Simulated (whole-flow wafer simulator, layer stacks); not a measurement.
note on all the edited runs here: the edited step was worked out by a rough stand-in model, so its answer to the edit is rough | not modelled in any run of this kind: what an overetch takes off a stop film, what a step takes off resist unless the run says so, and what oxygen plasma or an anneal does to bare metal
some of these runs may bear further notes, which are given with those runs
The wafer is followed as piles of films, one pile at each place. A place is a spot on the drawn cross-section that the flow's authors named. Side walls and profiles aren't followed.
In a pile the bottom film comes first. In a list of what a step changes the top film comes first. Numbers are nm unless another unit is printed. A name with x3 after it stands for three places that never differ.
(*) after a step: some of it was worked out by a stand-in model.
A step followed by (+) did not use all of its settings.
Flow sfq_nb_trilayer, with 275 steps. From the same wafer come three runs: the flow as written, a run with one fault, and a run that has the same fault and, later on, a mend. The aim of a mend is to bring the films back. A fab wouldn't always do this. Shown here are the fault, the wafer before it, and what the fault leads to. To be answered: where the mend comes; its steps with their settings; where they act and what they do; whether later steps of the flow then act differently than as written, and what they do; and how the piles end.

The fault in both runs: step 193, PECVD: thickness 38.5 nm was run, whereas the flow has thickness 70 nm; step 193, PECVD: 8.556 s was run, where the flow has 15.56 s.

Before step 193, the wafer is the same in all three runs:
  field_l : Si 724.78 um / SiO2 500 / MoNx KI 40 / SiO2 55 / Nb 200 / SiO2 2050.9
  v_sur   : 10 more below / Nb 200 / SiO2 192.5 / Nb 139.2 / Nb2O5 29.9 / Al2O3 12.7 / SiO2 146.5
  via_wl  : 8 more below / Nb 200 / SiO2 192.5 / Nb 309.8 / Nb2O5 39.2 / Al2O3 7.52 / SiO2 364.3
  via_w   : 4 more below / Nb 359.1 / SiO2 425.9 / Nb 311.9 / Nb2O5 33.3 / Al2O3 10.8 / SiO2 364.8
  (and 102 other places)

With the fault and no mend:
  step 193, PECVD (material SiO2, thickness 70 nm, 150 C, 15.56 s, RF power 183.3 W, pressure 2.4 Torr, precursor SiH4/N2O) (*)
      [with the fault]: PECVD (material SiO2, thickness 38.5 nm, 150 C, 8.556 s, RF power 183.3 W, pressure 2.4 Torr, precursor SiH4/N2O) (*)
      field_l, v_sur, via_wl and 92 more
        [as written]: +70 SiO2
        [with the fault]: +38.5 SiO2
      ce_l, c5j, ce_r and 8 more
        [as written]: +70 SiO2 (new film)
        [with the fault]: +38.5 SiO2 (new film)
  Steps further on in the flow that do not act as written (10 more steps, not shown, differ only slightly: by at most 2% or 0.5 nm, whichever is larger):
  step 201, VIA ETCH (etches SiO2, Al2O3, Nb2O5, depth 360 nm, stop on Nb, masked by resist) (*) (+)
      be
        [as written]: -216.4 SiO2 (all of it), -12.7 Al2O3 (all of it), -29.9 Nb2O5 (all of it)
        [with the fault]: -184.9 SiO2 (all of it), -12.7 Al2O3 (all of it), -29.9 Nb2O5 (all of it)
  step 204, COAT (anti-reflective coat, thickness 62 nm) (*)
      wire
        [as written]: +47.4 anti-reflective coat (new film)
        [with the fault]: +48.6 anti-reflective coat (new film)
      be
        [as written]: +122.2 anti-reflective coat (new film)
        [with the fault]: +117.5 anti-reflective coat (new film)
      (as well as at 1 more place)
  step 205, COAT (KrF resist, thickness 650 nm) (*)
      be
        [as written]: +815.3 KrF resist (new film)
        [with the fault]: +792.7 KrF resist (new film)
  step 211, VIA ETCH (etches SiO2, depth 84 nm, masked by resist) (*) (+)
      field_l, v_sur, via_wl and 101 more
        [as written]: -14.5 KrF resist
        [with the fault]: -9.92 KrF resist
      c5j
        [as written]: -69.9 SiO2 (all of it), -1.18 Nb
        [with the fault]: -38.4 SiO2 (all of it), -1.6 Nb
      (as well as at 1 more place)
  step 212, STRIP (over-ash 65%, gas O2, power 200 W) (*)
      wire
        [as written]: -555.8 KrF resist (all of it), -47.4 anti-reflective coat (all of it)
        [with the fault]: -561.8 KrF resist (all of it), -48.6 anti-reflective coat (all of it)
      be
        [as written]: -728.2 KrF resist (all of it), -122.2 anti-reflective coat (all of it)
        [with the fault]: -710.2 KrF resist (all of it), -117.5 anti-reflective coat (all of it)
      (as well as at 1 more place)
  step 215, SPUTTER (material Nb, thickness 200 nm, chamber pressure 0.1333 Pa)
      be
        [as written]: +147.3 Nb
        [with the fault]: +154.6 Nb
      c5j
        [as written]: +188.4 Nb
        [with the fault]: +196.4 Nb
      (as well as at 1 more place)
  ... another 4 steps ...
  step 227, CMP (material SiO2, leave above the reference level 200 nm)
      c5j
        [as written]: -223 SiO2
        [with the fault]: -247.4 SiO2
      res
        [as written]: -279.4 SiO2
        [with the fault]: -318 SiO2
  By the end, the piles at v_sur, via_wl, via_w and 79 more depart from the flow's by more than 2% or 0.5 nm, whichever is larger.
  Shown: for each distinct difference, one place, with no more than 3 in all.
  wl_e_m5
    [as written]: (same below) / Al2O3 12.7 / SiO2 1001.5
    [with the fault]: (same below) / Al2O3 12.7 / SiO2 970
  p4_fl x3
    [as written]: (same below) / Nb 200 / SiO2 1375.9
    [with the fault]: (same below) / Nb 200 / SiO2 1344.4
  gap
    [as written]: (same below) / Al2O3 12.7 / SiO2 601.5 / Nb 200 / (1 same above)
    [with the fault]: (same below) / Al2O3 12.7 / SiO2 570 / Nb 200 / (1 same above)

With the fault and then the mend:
  After step 199 comes the mend.
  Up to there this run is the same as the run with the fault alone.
  step 199a, STRIP (over-ash 65%, gas O2, power 200 W) (*)
      p4_fl x3, p4_w1 x9, p4_g1 x2 and 33 more
        -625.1 KrF resist (all of it), -62 anti-reflective coat (all of it)
      wl_b_m5, wl_b_sr, wl_c_sl and 12 more
        -625 KrF resist (all of it), -62 anti-reflective coat (all of it)
      v_sur, via_wl, via_w
        -625.7 KrF resist (all of it), -62.2 anti-reflective coat (all of it)
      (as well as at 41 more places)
  step 199b, PECVD (material SiO2, thickness 31.5 nm, 150 C, 7 s, RF power 183.3 W, pressure 2.4 Torr, precursor SiH4/N2O) (*) (a further turn of the flow's step 193, with different settings)
      field_l, v_sur, via_wl and 103 more
        +31.5 SiO2
  step 199c, COAT (anti-reflective coat, thickness 62 nm) (*) (a further turn of the flow's step 194)
      p4_fl x3, p4_w1 x9, p4_g1 x2 and 50 more
        +62 anti-reflective coat (new film)
      via_wr, via_sp, via_v, wire, lsp_r, l0_sur, l0v
        +62.3 anti-reflective coat (new film)
      be, be_sur, gap, lsp_m, ln_m6
        +62.4 anti-reflective coat (new film)
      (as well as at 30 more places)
  step 199d, COAT (KrF resist, thickness 650 nm) (*) (a further turn of the flow's step 195)
      p4_fl x3, p4_w1 x9, p4_g1 x2 and 33 more
        +650 KrF resist (new film)
      wl_b_m5, wl_b_sr, wl_c_sl and 12 more
        +649.9 KrF resist (new film)
      v_sur, via_wl, via_w
        +650.6 KrF resist (new film)
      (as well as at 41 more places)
  step 199e, SOFTBAKE (KrF resist) (a further turn of the flow's step 196)
      alters no film at any place that is followed
  step 199f, EXPOSE (photomask I5, dose 12.41 mJ/cm2, NA 0.6, wavelength 248 nm) (*) (a further turn of the flow's step 197)
      alters no film at any place that is followed
  step 199g, PEB (KrF resist, 90 s) (a further turn of the flow's step 198)
      field_l, v_sur, via_wl and 87 more
        -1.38 KrF resist
      jj_sur, ce_l, sp_r, moat, field_r, wl_jj
        -1.39 KrF resist
      be_r, r_sur, res, r_end
        -1.33 KrF resist
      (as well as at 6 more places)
  step 199h, DEVELOP (KrF resist, thickness 650 nm, 60 s) (a further turn of the flow's step 199)
      field_l, v_sur, via_wl and 102 more
        -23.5 KrF resist
      be
        -649.8 KrF resist (all of it)
  Later steps of the flow that are run all act as written at every place that is followed, up to a difference of at most 2% or 0.5 nm, whichever is larger.
  At every place that both follow, the piles at the end match the flow's.
